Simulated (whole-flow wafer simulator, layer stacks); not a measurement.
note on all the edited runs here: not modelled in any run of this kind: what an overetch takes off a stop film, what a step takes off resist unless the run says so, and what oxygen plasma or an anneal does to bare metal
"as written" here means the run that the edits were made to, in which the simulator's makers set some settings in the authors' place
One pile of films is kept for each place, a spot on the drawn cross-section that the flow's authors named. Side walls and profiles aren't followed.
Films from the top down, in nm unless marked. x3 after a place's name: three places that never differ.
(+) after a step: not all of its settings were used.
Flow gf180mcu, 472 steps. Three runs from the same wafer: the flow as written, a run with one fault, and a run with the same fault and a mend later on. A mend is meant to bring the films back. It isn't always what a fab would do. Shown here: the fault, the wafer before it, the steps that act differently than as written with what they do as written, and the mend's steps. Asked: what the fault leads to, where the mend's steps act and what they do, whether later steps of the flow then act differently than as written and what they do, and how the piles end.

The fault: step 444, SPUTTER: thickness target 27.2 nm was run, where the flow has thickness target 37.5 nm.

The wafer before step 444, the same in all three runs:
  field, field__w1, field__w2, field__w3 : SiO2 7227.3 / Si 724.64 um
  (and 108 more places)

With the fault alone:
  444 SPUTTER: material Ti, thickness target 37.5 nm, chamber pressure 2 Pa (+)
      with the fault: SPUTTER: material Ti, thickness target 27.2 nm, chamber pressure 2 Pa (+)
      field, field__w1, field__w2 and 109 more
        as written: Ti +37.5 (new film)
        with the fault: Ti +27.2 (new film)
  Later steps of the flow that act differently than as written (5 more steps differ only slightly, by at most 2% or 0.5 nm, whichever is larger, and aren't shown):
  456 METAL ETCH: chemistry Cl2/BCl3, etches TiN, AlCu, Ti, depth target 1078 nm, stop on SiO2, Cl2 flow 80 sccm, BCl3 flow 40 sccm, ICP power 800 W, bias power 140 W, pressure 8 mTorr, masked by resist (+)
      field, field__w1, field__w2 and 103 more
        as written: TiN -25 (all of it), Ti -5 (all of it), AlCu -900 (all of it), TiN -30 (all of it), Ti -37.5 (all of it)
        with the fault: TiN -25 (all of it), Ti -5 (all of it), AlCu -900 (all of it), TiN -30 (all of it), Ti -27.2 (all of it)
  At the end the piles differ from the flow's by more than 2% or 0.5 nm, whichever is larger, at field__w8, contact, m1, m1__w1, pad, m1_nw.
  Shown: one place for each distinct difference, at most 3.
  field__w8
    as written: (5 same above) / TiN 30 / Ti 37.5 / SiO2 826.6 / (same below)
    with the fault: (5 same above) / TiN 30 / Ti 27.2 / SiO2 826.6 / (same below)
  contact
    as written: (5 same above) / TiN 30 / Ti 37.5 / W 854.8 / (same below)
    with the fault: (5 same above) / TiN 30 / Ti 27.2 / W 854.8 / (same below)
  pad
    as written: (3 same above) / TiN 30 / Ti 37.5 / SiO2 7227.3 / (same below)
    with the fault: (3 same above) / TiN 30 / Ti 27.2 / SiO2 7227.3 / (same below)

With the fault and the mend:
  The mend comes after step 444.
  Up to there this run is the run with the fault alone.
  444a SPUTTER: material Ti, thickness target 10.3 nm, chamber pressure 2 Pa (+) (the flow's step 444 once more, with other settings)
      field, field__w1, field__w2 and 109 more
        Ti +10.3
  No later step of the flow acts differently than as written at any place that is followed.
  At the end the piles are the same as the flow's at every place that both follow.
